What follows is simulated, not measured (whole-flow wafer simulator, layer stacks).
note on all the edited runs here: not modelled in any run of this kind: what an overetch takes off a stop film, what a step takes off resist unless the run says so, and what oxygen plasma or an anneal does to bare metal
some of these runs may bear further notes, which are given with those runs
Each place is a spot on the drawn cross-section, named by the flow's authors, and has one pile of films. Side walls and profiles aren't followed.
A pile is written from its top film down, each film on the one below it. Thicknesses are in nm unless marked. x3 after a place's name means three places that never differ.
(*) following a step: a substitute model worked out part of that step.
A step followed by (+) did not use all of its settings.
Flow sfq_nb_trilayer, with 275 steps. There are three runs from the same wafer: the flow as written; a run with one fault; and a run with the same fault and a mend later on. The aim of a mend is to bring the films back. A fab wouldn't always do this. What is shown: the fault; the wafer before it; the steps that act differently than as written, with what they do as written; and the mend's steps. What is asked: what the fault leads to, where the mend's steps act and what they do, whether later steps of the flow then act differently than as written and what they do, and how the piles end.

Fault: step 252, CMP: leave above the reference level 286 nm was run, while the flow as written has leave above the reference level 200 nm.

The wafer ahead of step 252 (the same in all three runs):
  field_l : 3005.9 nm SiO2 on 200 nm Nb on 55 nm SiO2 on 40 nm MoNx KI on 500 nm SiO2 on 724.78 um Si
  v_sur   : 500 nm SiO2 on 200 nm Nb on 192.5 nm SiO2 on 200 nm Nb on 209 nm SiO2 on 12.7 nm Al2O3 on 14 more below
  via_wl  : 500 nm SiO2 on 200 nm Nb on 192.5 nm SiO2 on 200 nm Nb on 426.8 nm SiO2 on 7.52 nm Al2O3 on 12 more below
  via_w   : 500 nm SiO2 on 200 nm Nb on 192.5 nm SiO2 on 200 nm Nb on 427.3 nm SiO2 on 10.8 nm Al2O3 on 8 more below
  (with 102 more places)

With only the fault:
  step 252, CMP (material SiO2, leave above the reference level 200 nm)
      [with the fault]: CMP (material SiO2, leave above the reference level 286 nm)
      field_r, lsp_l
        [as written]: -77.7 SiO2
        [with the fault]: nothing
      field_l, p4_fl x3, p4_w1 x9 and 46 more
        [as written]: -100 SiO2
        [with the fault]: -14 SiO2
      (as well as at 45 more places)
  Later steps of the flow acting differently than as written (not shown: 6 more steps that differ only slightly, by at most 2% or 0.5 nm, whichever is larger):
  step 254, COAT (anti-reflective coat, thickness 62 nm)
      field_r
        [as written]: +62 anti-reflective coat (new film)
        [with the fault]: +64.9 anti-reflective coat (new film)
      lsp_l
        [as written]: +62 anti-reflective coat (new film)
        [with the fault]: +63.9 anti-reflective coat (new film)
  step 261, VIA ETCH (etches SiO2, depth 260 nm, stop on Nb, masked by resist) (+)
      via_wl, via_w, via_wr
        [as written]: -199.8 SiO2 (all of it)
        [with the fault]: -260 SiO2
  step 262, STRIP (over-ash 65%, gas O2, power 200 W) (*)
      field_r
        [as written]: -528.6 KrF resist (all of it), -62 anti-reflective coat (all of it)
        [with the fault]: -532 KrF resist (all of it), -64.9 anti-reflective coat (all of it)
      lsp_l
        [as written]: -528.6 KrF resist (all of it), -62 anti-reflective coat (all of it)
        [with the fault]: -532.8 KrF resist (all of it), -63.9 anti-reflective coat (all of it)
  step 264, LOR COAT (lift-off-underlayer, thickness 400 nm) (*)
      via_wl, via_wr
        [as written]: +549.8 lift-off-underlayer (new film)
        [with the fault]: +594.8 lift-off-underlayer (new film)
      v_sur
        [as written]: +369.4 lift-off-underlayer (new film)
        [with the fault]: +360.2 lift-off-underlayer (new film)
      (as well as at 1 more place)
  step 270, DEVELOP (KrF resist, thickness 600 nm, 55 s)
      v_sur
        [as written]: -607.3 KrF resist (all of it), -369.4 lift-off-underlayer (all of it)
        [with the fault]: -609.9 KrF resist (all of it), -360.2 lift-off-underlayer (all of it)
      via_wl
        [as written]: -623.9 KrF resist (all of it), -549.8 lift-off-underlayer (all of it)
        [with the fault]: -631.4 KrF resist (all of it), -594.8 lift-off-underlayer (all of it)
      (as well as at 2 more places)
  By the end, the piles at field_l, v_sur, via_wl and 103 more depart from the flow's by more than 2% or 0.5 nm, whichever is larger.
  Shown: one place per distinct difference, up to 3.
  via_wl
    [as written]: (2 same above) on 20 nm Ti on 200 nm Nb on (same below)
    [with the fault]: (2 same above) on 20 nm Ti on 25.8 nm SiO2 on 200 nm Nb on (same below)
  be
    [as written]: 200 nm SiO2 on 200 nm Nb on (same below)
    [with the fault]: 286 nm SiO2 on 200 nm Nb on (same below)
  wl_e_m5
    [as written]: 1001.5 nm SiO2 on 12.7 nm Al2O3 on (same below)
    [with the fault]: 1087.5 nm SiO2 on 12.7 nm Al2O3 on (same below)

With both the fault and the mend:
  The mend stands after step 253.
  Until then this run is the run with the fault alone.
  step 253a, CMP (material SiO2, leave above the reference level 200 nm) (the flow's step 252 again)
      field_l, v_sur, via_wl and 101 more
        -86 SiO2
      field_r, lsp_l
        -77.7 SiO2
  Later steps of the flow that are run all act as written at every place that is followed.
  The piles end the same as the flow's at every place that both follow.
